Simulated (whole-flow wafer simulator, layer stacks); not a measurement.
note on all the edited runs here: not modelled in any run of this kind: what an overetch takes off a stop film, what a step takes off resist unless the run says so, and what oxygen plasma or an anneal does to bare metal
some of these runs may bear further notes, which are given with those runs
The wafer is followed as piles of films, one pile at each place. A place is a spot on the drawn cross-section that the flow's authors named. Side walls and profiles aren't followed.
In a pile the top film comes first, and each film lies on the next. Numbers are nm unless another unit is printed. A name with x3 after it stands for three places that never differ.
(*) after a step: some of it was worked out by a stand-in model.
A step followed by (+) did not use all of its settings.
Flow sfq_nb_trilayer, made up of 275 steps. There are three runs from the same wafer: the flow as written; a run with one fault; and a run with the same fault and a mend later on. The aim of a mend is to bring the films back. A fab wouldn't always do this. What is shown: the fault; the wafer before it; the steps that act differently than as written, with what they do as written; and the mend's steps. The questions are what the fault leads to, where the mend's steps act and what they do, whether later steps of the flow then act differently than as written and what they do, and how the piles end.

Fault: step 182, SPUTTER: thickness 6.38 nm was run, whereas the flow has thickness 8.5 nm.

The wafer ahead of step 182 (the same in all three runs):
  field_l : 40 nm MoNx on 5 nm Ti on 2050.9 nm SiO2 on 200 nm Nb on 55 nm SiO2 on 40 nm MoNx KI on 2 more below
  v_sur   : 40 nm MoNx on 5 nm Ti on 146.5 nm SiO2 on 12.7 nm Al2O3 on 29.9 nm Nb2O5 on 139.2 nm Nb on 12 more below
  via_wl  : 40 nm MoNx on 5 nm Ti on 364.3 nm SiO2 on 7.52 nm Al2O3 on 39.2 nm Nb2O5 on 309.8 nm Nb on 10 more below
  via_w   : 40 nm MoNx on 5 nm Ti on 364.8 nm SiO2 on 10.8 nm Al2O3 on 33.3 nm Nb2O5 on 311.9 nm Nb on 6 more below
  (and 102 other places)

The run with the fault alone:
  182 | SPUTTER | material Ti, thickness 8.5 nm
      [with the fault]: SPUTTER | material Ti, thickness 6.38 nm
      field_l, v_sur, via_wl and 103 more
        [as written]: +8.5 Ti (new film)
        [with the fault]: +6.38 Ti (new film)
  Steps further on in the flow that do not act as written (not shown: 20 more steps that differ only slightly, by at most 2% or 0.5 nm, whichever is larger):
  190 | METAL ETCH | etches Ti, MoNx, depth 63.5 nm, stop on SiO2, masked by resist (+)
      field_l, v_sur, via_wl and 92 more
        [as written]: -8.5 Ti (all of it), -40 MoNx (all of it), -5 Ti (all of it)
        [with the fault]: -6.38 Ti (all of it), -40 MoNx (all of it), -5 Ti (all of it)
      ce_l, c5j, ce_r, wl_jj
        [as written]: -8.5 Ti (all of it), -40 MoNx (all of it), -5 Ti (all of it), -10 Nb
        [with the fault]: -6.38 Ti (all of it), -40 MoNx (all of it), -5 Ti (all of it), -12.1 Nb
  The piles end different from the flow's at be_r, r_sur, res, r_end, r5r_line_l, r5r_line_c, r5r_line_r by more than 2% or 0.5 nm, whichever is larger.
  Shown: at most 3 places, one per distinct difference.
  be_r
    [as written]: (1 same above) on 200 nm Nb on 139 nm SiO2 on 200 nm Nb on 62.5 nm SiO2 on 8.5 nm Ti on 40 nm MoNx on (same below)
    [with the fault]: (1 same above) on 200 nm Nb on 141.1 nm SiO2 on 200 nm Nb on 62.5 nm SiO2 on 6.38 nm Ti on 40 nm MoNx on (same below)
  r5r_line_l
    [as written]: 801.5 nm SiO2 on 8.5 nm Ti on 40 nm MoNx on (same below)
    [with the fault]: 803.6 nm SiO2 on 6.38 nm Ti on 40 nm MoNx on (same below)
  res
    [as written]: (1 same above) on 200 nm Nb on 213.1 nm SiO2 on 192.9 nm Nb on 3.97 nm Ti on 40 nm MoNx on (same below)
    [with the fault]: (1 same above) on 200 nm Nb on 215.2 nm SiO2 on 192.9 nm Nb on 1.85 nm Ti on 40 nm MoNx on (same below)

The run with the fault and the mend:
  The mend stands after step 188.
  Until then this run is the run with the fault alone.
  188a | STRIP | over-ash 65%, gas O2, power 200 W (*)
      field_l, v_sur, via_wl and 96 more
        -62 anti-reflective coat (all of it)
      be_r, r_sur, res, r_end, r5r_line_l, r5r_line_c, r5r_line_r
        -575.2 KrF resist (all of it), -62 anti-reflective coat (all of it)
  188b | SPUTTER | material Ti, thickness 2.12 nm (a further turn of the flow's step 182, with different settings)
      field_l, v_sur, via_wl and 103 more
        +2.12 Ti
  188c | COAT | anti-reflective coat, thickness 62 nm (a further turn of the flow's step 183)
      field_l, v_sur, via_wl and 103 more
        +62 anti-reflective coat (new film)
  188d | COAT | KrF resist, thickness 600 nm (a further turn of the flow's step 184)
      field_l, v_sur, via_wl and 103 more
        +600 KrF resist (new film)
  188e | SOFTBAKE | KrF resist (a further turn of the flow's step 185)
      alters no film at any place that is followed
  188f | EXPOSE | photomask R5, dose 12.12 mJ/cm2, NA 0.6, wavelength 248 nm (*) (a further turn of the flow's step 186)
      alters no film at any place that is followed
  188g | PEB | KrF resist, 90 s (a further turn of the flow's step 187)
      field_l, v_sur, via_wl and 103 more
        -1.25 KrF resist
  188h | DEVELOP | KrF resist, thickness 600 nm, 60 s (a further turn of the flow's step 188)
      field_l, v_sur, via_wl and 96 more
        -598.7 KrF resist (all of it)
      be_r, r_sur, res, r_end, r5r_line_l, r5r_line_c, r5r_line_r
        -23.5 KrF resist
  Every later step of the flow that is run acts as written at every place that is followed.
  At every place that both follow, the piles at the end match the flow's.
